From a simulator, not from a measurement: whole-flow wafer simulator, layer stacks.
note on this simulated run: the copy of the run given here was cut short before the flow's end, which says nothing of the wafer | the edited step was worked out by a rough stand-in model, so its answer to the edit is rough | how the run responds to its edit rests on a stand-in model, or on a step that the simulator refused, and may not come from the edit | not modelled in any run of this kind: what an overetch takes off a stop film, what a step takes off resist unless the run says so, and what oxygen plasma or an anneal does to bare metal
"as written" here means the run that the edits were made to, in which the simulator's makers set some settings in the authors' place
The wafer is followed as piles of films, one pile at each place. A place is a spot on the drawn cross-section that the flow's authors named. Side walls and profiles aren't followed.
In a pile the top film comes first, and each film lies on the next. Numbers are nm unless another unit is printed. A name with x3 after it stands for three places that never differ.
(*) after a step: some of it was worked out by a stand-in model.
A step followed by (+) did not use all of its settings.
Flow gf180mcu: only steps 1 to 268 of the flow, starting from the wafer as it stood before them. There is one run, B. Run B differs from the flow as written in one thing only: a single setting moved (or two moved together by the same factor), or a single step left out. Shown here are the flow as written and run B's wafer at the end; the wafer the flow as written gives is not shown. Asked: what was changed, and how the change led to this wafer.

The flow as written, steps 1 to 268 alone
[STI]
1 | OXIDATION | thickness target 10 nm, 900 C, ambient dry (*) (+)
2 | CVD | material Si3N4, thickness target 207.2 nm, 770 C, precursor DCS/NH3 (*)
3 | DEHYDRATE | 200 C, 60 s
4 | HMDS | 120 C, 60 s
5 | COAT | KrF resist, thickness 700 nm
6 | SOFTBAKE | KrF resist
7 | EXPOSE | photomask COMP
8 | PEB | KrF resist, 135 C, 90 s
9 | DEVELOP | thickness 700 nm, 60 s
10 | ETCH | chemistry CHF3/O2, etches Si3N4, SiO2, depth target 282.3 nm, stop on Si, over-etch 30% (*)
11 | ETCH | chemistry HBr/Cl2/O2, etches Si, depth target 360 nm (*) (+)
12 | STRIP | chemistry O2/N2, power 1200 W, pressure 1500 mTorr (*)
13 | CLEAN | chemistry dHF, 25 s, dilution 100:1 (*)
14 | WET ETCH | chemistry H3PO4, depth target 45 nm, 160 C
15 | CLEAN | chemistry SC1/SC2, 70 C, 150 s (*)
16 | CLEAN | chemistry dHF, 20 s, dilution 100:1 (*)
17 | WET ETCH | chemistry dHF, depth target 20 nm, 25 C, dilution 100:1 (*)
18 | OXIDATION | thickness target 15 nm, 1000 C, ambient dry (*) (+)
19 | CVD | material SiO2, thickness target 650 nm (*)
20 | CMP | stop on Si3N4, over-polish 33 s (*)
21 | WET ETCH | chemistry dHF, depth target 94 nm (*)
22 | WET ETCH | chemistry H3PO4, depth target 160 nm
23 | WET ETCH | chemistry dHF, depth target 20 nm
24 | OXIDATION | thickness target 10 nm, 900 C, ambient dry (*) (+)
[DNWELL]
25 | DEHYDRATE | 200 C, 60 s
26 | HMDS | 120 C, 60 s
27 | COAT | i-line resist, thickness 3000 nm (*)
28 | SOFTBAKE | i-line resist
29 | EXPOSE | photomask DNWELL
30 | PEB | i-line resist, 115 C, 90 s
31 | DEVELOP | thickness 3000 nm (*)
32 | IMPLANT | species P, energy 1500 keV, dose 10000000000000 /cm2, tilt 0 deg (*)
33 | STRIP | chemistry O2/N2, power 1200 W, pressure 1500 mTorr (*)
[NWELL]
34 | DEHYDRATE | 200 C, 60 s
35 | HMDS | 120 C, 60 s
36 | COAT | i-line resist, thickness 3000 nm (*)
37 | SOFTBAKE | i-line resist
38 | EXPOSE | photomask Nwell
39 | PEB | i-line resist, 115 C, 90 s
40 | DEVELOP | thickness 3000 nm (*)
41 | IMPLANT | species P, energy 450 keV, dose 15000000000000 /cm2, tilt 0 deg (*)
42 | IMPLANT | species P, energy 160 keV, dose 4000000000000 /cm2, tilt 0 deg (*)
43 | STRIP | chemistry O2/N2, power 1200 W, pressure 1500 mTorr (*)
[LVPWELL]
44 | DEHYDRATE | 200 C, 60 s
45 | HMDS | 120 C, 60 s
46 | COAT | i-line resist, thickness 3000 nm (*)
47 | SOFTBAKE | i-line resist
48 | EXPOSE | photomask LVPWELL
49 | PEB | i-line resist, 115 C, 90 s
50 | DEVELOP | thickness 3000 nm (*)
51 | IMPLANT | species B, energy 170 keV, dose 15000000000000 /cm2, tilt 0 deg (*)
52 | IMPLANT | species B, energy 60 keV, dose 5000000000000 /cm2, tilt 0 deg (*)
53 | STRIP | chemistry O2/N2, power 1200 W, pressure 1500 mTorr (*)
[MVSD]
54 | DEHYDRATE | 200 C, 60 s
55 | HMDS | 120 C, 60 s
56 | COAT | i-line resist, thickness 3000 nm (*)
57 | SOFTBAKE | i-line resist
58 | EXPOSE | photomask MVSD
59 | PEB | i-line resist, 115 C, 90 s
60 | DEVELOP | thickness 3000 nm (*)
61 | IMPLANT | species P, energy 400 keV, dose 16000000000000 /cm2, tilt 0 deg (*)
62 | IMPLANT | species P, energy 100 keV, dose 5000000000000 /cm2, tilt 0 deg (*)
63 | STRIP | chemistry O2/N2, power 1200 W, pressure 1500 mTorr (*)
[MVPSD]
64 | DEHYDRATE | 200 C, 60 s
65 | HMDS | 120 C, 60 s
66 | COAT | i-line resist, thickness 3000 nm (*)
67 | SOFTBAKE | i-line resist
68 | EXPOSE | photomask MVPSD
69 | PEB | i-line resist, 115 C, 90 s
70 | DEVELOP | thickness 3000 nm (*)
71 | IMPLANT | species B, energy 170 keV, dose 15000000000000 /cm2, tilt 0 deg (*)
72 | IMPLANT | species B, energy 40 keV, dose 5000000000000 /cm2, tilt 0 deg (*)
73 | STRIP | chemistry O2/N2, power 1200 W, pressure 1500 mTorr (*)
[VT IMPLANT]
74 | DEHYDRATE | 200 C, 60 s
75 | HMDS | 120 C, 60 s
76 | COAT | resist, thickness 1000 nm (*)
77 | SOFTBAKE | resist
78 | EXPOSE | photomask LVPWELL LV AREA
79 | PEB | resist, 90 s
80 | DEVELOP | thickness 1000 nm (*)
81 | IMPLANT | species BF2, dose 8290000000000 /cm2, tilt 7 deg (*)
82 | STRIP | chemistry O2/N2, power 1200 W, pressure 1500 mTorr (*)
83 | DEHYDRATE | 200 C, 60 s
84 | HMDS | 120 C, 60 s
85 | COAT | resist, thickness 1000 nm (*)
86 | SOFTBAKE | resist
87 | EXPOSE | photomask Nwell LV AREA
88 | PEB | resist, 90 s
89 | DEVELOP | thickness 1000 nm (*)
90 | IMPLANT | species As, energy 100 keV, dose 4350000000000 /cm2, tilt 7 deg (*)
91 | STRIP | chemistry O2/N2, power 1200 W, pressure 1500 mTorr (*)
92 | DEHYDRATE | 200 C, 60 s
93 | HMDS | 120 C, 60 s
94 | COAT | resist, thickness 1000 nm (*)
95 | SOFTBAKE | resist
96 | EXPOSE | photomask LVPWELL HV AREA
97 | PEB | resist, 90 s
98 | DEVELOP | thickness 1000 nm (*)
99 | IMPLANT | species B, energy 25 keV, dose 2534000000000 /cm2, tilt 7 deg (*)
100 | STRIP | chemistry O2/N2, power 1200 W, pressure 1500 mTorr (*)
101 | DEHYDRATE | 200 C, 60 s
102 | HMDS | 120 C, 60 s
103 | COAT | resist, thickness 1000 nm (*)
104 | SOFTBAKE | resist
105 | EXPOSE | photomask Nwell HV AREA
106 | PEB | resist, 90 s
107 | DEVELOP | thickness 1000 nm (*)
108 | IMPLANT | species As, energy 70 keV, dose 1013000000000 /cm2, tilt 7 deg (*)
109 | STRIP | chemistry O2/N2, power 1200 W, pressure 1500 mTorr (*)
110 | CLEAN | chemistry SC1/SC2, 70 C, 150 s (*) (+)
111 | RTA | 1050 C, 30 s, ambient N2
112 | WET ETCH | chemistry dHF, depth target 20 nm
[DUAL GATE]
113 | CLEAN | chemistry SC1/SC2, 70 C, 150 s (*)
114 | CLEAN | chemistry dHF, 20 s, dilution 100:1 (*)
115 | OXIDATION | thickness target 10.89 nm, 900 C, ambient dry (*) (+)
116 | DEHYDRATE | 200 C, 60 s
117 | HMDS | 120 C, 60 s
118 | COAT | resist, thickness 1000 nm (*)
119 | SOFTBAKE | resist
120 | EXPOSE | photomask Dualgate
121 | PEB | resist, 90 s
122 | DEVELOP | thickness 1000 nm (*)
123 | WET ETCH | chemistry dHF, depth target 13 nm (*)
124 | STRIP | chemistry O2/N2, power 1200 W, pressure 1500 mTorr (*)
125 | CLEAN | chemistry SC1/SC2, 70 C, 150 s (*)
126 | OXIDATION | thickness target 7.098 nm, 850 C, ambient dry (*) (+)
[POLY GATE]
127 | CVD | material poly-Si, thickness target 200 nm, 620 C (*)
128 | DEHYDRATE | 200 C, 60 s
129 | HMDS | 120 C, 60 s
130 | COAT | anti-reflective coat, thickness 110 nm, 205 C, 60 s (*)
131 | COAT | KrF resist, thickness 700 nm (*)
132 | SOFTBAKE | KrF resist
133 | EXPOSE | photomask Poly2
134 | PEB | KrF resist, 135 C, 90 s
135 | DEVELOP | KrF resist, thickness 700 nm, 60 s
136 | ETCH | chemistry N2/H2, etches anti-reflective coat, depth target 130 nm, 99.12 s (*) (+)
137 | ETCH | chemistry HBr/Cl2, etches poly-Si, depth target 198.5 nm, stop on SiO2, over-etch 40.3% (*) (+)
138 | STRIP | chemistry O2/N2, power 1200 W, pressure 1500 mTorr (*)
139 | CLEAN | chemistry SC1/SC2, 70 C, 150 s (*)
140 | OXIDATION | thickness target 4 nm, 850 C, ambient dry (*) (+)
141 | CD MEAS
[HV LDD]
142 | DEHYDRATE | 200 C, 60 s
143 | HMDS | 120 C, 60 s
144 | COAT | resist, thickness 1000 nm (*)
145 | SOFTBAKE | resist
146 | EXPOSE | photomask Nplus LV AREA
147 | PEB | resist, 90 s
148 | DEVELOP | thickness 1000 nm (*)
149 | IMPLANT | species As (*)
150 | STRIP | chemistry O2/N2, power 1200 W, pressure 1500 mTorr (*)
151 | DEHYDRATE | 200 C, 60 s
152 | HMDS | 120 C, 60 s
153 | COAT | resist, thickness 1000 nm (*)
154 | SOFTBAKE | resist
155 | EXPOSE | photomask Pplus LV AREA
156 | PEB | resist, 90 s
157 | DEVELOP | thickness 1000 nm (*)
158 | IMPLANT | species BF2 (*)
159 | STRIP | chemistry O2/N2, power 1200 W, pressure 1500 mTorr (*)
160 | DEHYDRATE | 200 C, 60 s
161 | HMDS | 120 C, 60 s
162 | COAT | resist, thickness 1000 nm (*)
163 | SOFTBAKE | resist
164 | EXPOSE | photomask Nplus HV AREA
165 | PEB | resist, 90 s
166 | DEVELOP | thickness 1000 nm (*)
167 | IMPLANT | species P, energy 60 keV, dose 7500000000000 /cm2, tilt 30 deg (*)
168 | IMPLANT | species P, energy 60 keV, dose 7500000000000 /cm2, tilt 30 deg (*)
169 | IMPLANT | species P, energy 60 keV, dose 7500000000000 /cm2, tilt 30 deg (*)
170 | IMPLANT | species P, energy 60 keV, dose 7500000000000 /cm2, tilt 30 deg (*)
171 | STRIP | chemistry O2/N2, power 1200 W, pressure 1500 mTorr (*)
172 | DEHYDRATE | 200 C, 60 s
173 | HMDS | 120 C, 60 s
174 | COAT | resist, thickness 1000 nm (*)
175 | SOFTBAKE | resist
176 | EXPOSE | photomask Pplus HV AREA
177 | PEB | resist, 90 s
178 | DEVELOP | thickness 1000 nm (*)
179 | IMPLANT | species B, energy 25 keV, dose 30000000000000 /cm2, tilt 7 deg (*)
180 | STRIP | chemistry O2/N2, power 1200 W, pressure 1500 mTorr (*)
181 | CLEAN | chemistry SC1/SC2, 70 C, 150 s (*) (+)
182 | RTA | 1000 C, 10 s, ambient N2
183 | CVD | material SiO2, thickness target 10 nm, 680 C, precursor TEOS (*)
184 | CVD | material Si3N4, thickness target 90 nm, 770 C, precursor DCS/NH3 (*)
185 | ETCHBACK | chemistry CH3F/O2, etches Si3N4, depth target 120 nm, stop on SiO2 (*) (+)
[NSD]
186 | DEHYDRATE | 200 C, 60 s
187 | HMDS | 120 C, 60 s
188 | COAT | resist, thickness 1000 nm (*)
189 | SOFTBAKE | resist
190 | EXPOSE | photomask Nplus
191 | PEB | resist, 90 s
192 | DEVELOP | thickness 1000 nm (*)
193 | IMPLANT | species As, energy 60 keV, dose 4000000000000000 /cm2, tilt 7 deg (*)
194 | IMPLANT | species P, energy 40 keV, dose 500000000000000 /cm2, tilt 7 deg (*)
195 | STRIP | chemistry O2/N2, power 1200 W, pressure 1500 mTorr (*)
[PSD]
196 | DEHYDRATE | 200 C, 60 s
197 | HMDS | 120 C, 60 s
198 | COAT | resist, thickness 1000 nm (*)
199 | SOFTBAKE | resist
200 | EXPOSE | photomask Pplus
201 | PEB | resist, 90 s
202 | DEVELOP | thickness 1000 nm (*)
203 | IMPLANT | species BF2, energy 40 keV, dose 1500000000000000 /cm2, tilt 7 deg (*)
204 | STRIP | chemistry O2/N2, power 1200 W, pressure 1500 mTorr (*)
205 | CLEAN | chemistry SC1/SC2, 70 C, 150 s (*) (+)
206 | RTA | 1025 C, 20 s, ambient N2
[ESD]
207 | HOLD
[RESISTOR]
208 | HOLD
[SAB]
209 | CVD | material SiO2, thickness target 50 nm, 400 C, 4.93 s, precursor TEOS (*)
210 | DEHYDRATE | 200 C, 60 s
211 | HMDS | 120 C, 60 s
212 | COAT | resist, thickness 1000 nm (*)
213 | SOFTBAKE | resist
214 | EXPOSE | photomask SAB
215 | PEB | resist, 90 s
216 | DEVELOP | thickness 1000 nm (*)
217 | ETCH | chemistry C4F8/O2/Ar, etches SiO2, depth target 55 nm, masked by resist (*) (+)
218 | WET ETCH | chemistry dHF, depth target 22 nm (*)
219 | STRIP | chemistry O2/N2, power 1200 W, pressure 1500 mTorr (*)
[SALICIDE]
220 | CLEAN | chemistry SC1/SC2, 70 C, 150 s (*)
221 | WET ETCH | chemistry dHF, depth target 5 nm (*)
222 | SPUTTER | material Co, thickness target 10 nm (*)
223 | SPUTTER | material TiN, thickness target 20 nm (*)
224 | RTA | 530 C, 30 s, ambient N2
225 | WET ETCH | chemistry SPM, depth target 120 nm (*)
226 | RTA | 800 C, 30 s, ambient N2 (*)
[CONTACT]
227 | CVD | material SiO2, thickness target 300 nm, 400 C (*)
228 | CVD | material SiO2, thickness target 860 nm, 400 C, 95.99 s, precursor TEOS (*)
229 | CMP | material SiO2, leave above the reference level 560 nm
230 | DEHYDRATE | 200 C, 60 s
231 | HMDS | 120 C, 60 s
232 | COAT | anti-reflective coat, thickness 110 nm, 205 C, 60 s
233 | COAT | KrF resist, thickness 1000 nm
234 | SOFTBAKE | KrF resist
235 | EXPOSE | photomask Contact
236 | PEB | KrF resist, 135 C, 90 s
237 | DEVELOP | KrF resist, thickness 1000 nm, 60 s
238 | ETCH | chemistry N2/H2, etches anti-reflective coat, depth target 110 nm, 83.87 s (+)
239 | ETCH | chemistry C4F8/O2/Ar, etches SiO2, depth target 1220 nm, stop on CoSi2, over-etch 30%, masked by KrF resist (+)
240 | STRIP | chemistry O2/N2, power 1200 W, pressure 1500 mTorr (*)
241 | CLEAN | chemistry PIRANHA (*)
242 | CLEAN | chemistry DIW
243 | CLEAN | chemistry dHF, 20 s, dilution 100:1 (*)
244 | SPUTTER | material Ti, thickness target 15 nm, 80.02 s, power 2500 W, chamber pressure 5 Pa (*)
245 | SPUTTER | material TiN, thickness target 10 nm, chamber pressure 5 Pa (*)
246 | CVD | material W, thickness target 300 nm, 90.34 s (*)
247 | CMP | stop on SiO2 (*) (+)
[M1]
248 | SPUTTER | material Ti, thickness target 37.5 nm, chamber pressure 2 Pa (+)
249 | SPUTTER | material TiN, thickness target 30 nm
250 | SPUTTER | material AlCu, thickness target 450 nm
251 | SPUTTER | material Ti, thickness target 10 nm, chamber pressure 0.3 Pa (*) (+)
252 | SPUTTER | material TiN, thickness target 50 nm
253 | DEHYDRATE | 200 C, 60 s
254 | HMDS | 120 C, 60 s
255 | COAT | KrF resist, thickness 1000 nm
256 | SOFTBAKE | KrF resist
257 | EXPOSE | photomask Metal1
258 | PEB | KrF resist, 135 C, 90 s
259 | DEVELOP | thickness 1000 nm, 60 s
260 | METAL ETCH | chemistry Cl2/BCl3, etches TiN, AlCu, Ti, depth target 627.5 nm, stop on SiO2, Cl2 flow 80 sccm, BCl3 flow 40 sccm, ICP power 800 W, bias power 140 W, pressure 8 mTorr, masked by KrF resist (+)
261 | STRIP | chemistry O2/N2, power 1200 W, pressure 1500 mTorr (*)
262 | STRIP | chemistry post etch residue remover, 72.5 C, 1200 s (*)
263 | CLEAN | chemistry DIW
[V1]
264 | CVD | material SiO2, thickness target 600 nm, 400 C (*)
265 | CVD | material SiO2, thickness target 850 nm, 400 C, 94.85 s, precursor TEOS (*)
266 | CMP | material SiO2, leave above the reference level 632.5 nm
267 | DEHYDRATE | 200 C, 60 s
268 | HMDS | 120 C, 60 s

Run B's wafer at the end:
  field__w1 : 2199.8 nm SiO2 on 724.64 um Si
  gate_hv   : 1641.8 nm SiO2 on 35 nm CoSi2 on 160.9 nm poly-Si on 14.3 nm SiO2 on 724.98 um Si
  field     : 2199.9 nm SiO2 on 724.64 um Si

Cause: step 265, CVD: 43.87 s was run, while the flow as written has 94.85 s.

Step by step, how the change led to this:
  265 | CVD | material SiO2, thickness target 850 nm, 400 C, 94.85 s, precursor TEOS (*)
      field, field__w1, field__w2 and 108 more: SiO2 gains 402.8 (as written it would have been: SiO2 gains 850)
  266 | CMP | material SiO2, leave above the reference level 632.5 nm
      field, field__w1, field__w2 and 99 more: nothing (as written it would have been: SiO2 loses 300)
      field__w8, contact, m1 and 6 more: SiO2 loses 429.9 (as written it would have been: SiO2 loses 877.1)
